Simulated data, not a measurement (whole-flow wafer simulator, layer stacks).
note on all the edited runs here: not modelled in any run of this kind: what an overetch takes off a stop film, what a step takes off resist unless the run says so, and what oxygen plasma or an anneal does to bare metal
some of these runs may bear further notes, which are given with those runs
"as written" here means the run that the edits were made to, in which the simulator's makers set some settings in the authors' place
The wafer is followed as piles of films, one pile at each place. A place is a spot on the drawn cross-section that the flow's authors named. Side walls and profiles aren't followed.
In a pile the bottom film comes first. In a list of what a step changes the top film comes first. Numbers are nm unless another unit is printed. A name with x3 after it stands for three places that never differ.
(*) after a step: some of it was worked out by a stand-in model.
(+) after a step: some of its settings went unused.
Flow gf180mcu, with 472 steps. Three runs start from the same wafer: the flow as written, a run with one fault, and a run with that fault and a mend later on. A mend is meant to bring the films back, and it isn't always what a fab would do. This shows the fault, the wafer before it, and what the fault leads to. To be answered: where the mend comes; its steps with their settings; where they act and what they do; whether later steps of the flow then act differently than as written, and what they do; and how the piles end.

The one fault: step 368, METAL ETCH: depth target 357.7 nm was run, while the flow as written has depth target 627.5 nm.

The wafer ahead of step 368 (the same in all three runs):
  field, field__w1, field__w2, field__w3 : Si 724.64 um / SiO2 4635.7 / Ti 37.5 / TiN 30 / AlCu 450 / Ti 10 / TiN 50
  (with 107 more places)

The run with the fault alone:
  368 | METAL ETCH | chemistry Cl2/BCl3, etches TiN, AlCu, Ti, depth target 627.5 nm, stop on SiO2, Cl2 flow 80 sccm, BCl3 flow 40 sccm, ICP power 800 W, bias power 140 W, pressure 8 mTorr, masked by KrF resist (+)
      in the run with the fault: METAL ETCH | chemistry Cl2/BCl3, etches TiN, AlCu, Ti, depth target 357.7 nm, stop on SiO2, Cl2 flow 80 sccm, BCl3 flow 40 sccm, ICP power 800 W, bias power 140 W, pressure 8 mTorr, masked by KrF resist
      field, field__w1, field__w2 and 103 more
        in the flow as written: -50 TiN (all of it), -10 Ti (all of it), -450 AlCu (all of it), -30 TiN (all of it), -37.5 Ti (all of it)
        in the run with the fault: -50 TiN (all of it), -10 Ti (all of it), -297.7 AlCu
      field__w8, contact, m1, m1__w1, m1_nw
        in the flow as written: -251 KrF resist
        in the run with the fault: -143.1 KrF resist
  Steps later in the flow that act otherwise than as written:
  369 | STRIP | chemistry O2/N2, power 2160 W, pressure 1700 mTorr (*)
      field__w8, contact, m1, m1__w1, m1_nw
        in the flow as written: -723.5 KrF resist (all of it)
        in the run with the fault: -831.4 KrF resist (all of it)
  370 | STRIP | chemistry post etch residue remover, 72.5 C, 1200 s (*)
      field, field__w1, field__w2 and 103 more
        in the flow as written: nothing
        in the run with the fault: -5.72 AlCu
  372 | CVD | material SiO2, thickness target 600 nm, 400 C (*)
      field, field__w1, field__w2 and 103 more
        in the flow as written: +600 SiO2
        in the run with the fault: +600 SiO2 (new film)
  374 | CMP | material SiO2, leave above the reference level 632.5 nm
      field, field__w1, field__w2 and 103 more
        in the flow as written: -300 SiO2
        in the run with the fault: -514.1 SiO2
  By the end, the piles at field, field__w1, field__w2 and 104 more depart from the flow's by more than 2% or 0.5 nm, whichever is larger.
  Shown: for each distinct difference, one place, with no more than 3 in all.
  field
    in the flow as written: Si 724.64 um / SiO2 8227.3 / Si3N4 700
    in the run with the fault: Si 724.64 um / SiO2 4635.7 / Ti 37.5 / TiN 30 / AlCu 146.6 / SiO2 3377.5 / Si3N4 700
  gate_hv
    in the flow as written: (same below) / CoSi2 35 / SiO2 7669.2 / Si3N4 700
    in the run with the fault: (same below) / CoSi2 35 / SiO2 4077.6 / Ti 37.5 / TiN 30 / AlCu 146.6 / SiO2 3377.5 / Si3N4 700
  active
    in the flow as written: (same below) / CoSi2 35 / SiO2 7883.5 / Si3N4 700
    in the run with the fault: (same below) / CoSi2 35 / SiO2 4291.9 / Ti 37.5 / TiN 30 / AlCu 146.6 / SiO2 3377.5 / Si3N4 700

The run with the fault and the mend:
  After step 368 comes the mend.
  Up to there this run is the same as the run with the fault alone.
  368a | METAL ETCH | chemistry Cl2/BCl3, etches TiN, AlCu, Ti, depth target 269.8 nm, stop on SiO2, Cl2 flow 80 sccm, BCl3 flow 40 sccm, ICP power 800 W, bias power 140 W, pressure 8 mTorr, masked by KrF resist (+) (the flow's step 368, run once more with other settings)
      field, field__w1, field__w2 and 103 more
        -152.3 AlCu (all of it), -30 TiN (all of it), -37.5 Ti (all of it)
      field__w8, contact, m1, m1__w1, m1_nw
        -107.9 KrF resist
  Later steps of the flow that are run all act as written at every place that is followed.
  At every place that both follow, the piles at the end match the flow's.
